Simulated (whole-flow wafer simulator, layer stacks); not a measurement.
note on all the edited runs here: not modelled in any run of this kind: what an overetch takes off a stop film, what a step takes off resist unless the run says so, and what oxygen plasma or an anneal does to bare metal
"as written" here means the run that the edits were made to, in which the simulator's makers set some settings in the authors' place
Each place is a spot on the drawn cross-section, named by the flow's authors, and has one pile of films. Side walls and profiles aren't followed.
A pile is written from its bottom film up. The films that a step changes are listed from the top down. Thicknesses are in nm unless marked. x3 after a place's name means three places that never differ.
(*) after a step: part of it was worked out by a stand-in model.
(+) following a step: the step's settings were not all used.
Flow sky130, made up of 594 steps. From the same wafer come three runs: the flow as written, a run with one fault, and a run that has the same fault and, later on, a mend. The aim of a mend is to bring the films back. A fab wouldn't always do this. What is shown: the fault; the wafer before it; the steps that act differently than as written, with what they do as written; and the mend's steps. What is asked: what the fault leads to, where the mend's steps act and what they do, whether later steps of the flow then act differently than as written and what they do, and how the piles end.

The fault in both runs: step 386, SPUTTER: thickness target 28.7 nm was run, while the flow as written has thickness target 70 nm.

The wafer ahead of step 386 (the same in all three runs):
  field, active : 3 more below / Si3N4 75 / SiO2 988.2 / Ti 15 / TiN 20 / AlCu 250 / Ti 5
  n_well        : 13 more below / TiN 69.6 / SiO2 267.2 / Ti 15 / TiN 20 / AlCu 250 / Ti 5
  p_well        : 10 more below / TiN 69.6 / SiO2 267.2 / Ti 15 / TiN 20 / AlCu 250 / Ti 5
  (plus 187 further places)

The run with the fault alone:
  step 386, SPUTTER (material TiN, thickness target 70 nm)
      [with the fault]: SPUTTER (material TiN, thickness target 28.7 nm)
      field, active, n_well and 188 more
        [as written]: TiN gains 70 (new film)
        [with the fault]: TiN gains 28.7 (new film)
  Steps further on in the flow that do not act as written (16 more steps, not shown, differ only slightly: by at most 2% or 0.5 nm, whichever is larger):
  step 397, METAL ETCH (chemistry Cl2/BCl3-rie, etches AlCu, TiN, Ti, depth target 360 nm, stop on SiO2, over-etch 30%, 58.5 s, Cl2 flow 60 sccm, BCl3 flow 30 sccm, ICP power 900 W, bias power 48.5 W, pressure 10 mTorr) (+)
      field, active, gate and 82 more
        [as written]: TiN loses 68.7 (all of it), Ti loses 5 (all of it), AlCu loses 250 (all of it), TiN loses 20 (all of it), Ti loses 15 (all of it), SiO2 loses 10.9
        [with the fault]: TiN loses 27.4 (all of it), Ti loses 5 (all of it), AlCu loses 250 (all of it), TiN loses 20 (all of it), Ti loses 15 (all of it), SiO2 loses 15.1
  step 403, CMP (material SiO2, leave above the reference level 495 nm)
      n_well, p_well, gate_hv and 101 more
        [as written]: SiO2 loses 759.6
        [with the fault]: SiO2 loses 718.3
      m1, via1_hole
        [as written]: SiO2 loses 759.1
        [with the fault]: SiO2 loses 717.8
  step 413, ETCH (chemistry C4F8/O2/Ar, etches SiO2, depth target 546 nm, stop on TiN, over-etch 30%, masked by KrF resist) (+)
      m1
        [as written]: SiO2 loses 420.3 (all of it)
        [with the fault]: SiO2 loses 461.6 (all of it)
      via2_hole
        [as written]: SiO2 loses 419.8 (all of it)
        [with the fault]: SiO2 loses 461.1 (all of it)
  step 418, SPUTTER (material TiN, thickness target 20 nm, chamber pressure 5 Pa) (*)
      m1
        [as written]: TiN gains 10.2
        [with the fault]: TiN gains 9.64
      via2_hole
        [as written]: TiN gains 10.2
        [with the fault]: TiN gains 9.63
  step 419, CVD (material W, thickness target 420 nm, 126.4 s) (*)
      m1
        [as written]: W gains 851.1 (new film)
        [with the fault]: W gains 893 (new film)
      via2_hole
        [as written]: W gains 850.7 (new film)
        [with the fault]: W gains 892.5 (new film)
  By the end, the piles at n_well, p_well, gate_hv and 103 more depart from the flow's by more than 2% or 0.5 nm, whichever is larger.
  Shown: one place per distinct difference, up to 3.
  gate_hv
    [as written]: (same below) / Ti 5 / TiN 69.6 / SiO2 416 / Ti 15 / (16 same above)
    [with the fault]: (same below) / Ti 5 / TiN 28.3 / SiO2 457.3 / Ti 15 / (16 same above)
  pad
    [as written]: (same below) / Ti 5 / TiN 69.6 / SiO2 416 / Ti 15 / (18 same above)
    [with the fault]: (same below) / Ti 5 / TiN 28.3 / SiO2 457.3 / Ti 15 / (18 same above)
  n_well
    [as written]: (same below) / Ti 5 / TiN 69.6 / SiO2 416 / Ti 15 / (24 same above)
    [with the fault]: (same below) / Ti 5 / TiN 28.3 / SiO2 457.3 / Ti 15 / (24 same above)

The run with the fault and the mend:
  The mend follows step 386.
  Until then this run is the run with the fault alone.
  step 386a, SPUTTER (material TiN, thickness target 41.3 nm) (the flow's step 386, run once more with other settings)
      field, active, n_well and 188 more
        TiN gains 41.3
  Every later step of the flow that is run acts as written at every place that is followed.
  The piles end the same as the flow's at every place that both follow.
